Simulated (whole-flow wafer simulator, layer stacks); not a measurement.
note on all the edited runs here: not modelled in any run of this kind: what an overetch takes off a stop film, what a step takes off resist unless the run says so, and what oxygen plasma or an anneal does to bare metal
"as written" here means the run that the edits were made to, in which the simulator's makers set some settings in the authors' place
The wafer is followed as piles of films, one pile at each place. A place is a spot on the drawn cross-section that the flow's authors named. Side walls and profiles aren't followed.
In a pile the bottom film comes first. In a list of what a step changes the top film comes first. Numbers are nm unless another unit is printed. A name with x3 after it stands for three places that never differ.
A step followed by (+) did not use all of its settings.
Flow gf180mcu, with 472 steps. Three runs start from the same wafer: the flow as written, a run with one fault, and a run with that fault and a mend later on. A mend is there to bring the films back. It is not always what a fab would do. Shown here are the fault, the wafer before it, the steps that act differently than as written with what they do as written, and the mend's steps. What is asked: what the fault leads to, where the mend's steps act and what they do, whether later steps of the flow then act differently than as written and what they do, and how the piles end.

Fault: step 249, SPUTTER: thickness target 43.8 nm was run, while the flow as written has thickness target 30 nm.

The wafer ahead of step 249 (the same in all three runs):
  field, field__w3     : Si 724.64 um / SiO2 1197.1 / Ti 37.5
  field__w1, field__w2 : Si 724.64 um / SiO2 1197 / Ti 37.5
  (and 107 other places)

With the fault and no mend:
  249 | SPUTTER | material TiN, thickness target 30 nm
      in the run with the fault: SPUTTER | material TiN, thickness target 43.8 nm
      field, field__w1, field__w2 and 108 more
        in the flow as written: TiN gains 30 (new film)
        in the run with the fault: TiN gains 43.8 (new film)
  Steps further on in the flow that do not act as written:
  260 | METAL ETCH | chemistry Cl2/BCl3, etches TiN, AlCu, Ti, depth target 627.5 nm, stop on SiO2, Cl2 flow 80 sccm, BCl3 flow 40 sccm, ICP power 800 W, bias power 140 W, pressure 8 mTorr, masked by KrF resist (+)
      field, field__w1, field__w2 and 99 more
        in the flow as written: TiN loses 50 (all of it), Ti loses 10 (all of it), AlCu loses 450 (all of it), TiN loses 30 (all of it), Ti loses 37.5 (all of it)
        in the run with the fault: TiN loses 50 (all of it), Ti loses 10 (all of it), AlCu loses 450 (all of it), TiN loses 43.8 (all of it), Ti loses 37.5 (all of it)
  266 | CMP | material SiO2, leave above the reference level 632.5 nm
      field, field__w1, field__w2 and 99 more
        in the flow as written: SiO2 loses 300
        in the run with the fault: SiO2 loses 286.2
  At field__w8, contact, m1 and 6 more, the piles at the end differ from the flow's by more than 2% or 0.5 nm, whichever is larger.
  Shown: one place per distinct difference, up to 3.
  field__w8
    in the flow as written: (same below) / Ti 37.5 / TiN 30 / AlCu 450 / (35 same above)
    in the run with the fault: (same below) / Ti 37.5 / TiN 43.8 / AlCu 450 / (35 same above)
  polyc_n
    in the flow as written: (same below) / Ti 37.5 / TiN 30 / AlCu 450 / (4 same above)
    in the run with the fault: (same below) / Ti 37.5 / TiN 43.8 / AlCu 450 / (4 same above)
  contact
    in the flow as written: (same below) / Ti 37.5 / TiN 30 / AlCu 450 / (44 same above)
    in the run with the fault: (same below) / Ti 37.5 / TiN 43.8 / AlCu 450 / (44 same above)

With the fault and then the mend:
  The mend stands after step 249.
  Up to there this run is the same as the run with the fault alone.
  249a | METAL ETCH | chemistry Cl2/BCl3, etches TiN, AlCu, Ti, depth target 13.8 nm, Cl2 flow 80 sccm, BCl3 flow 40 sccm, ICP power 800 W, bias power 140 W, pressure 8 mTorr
      field, field__w1, field__w2 and 108 more
        TiN loses 13.8
  None of the later steps of the flow acts differently than as written at any place that is followed.
  The piles end the same as the flow's at every place that both follow.
